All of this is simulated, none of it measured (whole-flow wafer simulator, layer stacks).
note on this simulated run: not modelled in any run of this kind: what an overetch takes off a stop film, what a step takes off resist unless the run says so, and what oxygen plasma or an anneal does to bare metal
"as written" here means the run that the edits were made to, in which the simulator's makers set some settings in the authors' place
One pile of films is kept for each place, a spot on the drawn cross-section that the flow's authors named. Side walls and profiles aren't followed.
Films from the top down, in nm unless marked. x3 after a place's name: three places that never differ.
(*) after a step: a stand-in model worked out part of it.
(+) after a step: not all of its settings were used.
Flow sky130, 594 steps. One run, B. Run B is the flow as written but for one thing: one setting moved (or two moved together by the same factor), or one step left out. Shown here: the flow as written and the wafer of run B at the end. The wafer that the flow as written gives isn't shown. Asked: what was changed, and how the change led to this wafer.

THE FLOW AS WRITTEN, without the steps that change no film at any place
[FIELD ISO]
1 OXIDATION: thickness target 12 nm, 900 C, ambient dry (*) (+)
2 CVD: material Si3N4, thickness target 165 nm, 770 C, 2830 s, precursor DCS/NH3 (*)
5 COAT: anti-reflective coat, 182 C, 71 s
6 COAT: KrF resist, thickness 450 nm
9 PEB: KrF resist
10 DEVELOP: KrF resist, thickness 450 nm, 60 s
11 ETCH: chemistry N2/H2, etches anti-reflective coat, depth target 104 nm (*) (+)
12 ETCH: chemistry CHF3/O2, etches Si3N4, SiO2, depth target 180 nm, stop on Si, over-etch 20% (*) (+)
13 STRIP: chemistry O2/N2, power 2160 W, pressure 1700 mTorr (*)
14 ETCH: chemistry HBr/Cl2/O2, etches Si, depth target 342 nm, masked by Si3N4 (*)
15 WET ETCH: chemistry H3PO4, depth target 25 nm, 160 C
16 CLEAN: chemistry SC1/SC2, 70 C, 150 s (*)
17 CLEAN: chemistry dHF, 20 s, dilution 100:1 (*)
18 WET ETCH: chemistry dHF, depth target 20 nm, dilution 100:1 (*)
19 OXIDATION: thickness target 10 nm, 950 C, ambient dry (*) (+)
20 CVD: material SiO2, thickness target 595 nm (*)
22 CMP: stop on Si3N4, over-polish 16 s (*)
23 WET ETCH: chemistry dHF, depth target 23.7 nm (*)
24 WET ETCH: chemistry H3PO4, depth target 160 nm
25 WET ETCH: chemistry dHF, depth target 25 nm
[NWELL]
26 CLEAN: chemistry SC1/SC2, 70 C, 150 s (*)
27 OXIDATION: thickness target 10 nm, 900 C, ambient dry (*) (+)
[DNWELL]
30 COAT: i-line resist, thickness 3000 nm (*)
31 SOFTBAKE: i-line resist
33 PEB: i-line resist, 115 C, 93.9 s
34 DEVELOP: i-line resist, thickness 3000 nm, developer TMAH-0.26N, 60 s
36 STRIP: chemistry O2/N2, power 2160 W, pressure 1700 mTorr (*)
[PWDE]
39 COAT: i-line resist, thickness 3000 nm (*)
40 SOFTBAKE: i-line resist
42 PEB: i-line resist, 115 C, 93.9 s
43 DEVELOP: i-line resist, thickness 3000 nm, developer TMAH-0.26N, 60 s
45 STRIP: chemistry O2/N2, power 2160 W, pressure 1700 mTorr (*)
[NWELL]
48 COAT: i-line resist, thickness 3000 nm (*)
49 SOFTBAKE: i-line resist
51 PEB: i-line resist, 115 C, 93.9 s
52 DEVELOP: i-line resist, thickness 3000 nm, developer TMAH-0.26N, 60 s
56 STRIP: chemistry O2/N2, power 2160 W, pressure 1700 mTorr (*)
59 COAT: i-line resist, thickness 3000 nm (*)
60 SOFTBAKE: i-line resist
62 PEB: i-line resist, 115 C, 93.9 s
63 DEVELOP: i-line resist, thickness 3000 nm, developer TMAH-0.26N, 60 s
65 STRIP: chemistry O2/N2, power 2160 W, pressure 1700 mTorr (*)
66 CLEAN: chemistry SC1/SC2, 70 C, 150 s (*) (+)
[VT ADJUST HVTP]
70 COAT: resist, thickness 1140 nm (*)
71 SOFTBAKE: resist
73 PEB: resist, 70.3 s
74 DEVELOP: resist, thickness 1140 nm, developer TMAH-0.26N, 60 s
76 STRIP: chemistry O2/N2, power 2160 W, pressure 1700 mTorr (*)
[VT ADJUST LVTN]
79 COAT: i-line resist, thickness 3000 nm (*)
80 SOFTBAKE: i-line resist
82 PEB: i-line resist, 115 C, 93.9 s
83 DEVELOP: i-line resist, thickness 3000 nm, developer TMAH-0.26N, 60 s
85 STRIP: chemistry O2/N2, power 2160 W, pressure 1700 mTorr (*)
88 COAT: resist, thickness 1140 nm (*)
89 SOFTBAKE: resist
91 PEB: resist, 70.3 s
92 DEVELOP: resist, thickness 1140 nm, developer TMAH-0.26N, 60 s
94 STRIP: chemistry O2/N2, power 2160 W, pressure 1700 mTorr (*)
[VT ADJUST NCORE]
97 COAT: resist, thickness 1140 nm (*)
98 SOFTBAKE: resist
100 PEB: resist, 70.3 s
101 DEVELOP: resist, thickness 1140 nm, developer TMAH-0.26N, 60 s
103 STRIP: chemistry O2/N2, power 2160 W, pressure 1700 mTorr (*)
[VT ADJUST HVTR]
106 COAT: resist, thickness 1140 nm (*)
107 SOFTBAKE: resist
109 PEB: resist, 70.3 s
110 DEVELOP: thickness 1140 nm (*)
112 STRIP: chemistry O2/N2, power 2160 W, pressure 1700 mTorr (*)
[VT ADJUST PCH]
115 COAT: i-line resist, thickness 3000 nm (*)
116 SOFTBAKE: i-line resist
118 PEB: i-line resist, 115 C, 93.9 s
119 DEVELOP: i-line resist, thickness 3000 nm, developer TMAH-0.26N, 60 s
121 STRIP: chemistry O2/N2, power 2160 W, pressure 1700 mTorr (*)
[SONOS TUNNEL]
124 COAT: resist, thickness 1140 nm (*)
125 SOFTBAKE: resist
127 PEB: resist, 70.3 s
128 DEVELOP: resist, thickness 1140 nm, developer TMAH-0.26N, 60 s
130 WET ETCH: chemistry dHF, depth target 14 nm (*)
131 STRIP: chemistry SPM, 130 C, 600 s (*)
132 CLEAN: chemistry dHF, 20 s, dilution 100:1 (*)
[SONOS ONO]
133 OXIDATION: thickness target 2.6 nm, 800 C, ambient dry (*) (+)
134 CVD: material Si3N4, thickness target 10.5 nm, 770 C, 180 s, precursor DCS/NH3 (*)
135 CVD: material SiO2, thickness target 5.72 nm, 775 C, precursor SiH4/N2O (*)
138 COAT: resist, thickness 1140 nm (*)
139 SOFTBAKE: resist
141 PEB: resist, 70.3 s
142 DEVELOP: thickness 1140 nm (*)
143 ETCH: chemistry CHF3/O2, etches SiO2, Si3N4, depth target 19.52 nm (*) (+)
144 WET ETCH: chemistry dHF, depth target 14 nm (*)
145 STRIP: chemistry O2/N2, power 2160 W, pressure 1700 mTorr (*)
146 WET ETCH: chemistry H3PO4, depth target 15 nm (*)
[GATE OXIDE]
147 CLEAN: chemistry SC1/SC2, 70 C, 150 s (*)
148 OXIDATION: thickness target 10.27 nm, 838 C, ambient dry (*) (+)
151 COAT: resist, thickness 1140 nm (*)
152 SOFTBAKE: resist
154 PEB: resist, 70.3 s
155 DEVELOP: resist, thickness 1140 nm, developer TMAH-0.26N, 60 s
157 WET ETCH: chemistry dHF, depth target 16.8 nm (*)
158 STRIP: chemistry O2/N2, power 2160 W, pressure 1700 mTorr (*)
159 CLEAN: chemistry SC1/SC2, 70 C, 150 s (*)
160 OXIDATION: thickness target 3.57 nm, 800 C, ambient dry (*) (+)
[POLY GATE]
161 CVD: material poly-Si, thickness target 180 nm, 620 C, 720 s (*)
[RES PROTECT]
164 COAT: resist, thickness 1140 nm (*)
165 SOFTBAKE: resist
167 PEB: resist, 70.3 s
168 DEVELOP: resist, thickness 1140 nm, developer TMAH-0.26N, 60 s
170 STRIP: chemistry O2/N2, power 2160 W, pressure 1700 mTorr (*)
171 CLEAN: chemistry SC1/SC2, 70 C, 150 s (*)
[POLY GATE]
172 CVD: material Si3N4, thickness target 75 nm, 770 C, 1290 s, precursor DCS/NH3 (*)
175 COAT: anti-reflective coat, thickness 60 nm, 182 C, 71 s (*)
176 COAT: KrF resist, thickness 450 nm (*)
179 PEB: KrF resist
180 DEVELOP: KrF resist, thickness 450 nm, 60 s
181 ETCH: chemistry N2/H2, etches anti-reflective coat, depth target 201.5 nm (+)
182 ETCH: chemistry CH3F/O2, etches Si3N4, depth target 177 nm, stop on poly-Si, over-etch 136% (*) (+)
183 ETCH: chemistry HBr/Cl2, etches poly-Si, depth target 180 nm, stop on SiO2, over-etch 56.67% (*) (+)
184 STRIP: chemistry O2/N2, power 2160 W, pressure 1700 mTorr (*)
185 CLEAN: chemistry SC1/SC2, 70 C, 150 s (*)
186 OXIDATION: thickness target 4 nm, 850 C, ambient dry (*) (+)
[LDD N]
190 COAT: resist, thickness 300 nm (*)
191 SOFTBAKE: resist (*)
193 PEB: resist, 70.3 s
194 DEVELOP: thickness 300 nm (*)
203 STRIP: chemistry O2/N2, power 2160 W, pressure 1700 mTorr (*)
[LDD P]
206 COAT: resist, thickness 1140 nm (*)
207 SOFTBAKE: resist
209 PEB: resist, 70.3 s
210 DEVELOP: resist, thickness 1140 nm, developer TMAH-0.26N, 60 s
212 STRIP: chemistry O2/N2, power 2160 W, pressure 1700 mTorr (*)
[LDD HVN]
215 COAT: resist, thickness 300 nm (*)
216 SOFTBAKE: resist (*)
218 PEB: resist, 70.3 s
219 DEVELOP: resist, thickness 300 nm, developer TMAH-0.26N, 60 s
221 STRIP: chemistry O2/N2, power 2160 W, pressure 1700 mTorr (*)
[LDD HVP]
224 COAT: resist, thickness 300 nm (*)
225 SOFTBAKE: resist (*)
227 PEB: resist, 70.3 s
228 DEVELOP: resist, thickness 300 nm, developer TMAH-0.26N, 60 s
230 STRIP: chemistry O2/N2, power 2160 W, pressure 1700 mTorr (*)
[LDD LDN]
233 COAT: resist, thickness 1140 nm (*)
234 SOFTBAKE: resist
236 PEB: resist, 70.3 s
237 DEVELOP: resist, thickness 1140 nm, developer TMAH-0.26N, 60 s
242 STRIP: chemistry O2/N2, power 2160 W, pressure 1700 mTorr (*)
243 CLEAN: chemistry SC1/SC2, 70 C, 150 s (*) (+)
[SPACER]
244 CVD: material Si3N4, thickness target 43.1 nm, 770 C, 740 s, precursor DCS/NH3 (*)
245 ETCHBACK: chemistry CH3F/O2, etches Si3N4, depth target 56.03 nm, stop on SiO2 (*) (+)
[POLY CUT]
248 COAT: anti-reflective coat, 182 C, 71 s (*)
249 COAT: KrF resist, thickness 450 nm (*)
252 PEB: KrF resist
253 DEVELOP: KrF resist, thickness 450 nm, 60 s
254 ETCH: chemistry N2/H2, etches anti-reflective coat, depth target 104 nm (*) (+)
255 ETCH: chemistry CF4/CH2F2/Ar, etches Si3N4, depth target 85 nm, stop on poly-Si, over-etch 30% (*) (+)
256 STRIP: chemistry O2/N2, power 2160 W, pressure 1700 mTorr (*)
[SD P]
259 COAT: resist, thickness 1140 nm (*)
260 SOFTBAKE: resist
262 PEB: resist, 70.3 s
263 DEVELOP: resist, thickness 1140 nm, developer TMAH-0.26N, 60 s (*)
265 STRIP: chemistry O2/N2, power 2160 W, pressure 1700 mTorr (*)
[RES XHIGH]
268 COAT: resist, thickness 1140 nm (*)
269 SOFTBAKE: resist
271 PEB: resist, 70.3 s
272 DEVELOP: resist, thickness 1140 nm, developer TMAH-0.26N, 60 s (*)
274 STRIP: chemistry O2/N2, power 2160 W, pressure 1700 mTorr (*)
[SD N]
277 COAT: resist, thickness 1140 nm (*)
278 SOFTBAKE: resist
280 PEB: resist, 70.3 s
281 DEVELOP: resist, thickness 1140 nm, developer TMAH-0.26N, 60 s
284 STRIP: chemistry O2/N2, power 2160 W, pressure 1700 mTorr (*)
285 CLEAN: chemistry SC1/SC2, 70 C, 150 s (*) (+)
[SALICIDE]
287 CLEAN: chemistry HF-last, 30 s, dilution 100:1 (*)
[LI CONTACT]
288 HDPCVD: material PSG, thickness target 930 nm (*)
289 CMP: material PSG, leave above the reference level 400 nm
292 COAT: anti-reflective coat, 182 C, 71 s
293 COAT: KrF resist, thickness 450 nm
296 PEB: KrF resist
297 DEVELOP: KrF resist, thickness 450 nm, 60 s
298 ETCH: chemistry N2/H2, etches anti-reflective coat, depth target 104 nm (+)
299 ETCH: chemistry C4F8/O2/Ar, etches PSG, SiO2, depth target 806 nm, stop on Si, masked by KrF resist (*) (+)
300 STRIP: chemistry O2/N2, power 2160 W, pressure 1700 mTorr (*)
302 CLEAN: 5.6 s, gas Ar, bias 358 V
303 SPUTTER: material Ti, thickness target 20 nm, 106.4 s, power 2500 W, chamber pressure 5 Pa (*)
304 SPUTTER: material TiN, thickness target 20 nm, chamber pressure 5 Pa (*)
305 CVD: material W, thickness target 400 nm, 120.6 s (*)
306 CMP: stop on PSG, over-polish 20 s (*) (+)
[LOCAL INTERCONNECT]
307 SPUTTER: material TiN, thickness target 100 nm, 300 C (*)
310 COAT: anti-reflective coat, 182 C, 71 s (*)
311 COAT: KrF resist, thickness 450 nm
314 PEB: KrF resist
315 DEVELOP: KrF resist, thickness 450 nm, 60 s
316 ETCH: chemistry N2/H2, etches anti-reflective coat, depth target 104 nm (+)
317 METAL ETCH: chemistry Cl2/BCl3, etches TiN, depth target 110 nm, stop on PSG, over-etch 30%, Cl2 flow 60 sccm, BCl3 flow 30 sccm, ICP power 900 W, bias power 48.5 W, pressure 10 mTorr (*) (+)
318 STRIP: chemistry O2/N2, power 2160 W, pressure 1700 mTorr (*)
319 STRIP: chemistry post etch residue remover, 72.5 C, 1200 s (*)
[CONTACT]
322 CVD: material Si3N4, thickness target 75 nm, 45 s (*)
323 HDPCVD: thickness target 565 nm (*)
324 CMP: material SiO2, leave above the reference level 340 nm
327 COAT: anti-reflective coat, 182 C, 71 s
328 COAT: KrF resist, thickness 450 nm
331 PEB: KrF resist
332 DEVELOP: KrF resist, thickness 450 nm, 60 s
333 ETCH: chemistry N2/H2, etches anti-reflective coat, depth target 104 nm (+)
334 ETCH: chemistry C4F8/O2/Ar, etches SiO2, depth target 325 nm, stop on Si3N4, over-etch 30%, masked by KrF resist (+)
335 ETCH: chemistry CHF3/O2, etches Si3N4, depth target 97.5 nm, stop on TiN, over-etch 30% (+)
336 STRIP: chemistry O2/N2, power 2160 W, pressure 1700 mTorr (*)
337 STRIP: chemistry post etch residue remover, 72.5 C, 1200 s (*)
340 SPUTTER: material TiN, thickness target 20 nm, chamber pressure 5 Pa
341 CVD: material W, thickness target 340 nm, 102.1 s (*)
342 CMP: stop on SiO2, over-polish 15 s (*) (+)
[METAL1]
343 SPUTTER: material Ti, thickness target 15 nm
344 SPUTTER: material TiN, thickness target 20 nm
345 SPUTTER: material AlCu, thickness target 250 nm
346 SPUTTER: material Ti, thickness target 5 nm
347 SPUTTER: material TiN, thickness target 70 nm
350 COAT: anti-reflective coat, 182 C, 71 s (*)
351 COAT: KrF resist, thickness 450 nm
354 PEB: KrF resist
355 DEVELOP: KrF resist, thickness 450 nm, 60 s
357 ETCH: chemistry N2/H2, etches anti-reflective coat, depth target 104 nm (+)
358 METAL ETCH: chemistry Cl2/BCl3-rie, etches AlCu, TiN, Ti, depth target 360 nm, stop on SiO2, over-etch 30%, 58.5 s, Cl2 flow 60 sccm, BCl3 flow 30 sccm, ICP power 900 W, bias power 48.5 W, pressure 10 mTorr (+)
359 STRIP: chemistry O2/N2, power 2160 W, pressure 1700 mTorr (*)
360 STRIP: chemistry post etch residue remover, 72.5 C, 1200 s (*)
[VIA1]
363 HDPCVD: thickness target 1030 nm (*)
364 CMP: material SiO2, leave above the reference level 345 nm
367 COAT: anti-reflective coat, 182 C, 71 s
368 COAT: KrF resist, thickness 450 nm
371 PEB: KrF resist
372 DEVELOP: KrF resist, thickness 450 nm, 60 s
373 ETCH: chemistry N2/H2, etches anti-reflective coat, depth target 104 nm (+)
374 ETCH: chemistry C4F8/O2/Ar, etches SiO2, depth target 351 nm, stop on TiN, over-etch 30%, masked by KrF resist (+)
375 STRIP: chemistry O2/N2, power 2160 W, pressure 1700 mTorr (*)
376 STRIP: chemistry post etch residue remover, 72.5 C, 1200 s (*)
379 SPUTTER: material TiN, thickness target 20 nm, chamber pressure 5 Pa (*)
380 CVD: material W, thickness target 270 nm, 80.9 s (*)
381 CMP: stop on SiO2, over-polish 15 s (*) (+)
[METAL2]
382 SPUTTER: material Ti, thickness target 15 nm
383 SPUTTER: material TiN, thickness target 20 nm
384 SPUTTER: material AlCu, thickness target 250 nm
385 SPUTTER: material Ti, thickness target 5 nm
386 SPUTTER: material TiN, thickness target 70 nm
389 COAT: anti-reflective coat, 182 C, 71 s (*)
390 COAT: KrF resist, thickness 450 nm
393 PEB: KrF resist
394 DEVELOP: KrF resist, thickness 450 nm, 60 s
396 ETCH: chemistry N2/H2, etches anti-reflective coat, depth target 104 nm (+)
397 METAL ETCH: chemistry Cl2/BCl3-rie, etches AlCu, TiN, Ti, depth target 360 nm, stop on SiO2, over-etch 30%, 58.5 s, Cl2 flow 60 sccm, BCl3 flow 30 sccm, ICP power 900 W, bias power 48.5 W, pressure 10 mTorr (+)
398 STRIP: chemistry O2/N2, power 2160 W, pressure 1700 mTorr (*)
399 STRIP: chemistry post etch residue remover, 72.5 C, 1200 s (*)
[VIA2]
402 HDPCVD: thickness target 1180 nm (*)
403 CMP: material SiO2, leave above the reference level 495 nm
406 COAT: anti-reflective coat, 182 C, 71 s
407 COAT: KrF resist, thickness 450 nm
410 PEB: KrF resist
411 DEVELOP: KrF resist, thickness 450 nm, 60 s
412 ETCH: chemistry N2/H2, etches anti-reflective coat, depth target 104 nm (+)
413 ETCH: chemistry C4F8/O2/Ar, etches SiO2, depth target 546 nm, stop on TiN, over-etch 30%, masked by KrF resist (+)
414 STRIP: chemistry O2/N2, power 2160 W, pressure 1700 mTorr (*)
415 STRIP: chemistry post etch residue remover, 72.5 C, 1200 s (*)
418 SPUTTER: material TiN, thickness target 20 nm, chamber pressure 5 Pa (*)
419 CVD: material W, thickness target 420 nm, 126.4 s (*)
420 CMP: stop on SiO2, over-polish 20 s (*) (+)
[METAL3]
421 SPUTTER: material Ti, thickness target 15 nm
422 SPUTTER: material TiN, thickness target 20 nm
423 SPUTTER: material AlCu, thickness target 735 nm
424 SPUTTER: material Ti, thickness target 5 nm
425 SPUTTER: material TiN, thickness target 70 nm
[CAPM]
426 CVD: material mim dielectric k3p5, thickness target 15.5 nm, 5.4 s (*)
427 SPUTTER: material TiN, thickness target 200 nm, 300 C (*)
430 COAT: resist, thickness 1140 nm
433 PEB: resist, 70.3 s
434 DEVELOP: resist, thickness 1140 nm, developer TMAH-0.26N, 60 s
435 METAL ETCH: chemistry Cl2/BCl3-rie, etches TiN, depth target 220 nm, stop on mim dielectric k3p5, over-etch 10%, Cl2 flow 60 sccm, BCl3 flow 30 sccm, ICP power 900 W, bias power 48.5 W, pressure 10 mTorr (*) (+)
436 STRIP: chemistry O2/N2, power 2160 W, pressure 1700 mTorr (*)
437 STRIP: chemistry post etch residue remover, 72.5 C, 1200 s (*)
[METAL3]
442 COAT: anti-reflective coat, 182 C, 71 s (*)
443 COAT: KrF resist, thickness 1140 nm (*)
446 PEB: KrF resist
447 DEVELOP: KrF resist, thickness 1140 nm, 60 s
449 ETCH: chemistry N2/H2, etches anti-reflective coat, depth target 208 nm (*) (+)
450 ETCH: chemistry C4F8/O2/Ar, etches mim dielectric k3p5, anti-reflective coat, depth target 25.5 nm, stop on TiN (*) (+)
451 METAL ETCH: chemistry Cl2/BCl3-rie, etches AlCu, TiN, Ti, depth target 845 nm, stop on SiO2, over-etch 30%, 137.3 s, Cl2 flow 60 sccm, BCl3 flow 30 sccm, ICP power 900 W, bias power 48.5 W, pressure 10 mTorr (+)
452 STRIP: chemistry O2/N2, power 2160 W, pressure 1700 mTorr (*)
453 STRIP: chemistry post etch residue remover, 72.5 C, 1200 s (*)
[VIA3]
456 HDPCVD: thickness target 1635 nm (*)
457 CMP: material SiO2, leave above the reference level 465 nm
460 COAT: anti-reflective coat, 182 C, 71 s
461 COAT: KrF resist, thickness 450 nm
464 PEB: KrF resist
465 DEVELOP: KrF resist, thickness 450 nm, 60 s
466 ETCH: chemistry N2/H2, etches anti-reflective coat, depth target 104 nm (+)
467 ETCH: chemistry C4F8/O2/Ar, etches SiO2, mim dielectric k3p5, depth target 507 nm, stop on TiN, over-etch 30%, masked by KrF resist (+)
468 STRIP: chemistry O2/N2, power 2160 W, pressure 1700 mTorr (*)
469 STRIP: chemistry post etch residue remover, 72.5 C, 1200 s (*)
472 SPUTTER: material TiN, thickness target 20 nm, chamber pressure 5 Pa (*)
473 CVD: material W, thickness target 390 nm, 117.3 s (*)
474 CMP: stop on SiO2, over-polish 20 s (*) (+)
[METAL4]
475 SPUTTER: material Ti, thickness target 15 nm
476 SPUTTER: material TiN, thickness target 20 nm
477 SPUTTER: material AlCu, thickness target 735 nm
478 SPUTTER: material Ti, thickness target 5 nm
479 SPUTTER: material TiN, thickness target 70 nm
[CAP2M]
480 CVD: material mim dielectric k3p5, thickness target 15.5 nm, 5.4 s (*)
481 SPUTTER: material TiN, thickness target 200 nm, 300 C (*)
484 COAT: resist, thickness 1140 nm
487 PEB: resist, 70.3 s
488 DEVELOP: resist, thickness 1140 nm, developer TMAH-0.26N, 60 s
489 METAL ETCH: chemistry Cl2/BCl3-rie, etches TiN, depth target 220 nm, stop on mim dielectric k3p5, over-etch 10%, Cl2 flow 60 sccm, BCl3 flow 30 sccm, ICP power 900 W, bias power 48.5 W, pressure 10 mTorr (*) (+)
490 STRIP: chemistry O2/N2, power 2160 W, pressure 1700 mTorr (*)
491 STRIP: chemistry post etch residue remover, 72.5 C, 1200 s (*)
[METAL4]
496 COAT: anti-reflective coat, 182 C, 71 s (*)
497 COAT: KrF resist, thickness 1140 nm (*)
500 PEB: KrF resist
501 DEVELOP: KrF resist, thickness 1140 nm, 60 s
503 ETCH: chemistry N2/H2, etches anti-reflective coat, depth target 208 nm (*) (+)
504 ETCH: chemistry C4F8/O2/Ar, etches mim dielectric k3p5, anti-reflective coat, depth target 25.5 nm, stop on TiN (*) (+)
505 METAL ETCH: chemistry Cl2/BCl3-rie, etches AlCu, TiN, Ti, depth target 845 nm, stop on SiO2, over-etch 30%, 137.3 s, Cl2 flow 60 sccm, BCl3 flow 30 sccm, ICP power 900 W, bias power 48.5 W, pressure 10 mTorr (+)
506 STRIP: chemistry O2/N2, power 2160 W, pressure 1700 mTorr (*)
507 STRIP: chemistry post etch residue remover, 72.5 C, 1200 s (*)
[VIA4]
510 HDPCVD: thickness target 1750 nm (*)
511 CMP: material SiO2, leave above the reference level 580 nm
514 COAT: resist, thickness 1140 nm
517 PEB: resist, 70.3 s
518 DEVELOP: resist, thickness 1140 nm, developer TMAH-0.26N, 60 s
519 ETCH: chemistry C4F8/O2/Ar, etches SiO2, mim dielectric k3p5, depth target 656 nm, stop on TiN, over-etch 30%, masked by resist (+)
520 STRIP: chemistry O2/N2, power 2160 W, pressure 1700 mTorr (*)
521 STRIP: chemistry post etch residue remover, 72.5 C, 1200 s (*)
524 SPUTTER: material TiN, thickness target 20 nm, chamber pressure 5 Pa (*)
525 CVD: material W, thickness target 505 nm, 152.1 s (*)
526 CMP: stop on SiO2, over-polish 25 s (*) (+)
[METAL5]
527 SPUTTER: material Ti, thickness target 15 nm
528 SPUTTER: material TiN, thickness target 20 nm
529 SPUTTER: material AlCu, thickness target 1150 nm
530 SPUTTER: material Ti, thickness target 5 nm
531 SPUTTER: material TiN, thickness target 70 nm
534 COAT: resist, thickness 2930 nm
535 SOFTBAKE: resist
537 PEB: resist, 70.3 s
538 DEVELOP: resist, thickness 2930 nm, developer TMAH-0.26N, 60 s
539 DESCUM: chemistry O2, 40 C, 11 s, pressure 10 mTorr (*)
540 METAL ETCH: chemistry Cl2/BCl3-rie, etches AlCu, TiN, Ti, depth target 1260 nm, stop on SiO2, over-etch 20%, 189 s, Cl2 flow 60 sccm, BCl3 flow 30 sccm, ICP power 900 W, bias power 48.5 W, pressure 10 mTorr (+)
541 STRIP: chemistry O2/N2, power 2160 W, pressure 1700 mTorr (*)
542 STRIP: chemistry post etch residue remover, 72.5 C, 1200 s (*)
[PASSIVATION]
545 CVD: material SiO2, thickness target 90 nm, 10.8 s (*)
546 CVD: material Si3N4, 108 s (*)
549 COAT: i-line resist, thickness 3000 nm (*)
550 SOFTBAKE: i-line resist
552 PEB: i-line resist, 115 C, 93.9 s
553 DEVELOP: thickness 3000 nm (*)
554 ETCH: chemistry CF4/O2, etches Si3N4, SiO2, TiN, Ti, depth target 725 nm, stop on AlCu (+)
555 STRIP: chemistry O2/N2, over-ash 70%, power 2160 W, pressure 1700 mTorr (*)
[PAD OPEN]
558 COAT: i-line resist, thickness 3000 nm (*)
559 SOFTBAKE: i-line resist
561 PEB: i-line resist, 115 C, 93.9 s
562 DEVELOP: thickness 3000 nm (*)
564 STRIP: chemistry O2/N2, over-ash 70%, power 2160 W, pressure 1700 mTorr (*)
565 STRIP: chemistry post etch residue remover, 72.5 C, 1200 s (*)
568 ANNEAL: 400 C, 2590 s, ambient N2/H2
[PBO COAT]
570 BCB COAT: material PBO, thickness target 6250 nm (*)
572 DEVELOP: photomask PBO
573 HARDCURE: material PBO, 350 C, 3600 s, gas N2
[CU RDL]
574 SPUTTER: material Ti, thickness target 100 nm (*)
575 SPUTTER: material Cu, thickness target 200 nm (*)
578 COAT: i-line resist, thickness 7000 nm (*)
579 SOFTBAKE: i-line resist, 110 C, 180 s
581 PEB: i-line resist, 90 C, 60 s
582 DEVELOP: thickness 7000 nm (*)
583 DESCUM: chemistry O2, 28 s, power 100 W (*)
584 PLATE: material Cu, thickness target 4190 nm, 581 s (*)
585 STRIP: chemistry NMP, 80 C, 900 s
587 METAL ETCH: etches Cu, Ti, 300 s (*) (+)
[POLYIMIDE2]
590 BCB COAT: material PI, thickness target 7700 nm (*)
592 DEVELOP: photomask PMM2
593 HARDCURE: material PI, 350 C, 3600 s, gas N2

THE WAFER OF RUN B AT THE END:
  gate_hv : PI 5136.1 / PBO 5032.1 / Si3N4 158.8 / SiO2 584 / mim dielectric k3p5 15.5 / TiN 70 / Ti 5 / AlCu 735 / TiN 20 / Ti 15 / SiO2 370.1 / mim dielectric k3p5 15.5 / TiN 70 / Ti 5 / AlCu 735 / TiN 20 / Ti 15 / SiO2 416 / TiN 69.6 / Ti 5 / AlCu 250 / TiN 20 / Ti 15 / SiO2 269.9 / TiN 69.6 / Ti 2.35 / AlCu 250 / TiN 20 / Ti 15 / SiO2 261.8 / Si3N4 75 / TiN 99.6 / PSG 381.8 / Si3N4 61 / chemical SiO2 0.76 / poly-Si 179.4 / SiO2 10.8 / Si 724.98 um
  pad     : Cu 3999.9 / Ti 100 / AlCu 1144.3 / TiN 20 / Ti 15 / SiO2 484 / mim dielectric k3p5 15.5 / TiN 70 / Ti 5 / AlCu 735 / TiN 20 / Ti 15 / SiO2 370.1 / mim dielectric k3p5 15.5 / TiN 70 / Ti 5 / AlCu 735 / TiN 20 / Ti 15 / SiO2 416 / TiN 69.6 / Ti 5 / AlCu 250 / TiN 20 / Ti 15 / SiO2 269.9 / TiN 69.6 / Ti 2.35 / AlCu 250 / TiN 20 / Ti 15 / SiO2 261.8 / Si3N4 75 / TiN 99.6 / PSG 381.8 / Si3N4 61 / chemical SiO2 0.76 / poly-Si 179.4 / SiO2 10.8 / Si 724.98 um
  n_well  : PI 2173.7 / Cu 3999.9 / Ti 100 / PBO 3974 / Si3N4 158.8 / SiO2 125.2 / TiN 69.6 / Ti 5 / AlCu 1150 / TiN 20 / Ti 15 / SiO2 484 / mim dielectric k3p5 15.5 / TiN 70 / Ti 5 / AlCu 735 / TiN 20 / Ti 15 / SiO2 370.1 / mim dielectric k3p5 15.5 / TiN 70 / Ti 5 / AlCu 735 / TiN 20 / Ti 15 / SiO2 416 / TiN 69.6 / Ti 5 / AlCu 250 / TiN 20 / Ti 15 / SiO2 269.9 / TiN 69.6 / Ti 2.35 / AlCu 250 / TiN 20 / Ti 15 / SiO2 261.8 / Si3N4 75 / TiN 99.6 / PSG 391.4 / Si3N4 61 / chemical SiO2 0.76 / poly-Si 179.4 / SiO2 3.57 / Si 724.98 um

The cause: step 346, SPUTTER: thickness target 2.35 nm was run, where the flow has thickness target 5 nm.
It can be read off the wafer: gate_hv has Ti 2.35, and step 346 as written asks for 5 nm.

How the change led to this, step by step:
  346 SPUTTER: material Ti, thickness target 5 nm
      field, active, n_well and 188 more: Ti +2.35 (new film) (as written it would be: Ti +5 (new film))
  358 METAL ETCH: chemistry Cl2/BCl3-rie, etches AlCu, TiN, Ti, depth target 360 nm, stop on SiO2, over-etch 30%, 58.5 s, Cl2 flow 60 sccm, BCl3 flow 30 sccm, ICP power 900 W, bias power 48.5 W, pressure 10 mTorr (+)
      field, active, gate and 81 more: TiN -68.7 (all of it), Ti -2.35 (all of it), AlCu -250 (all of it), TiN -20 (all of it), Ti -15 (all of it), SiO2 -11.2 (as written it would be: TiN -68.7 (all of it), Ti -5 (all of it), AlCu -250 (all of it), TiN -20 (all of it), Ti -15 (all of it), SiO2 -10.9)
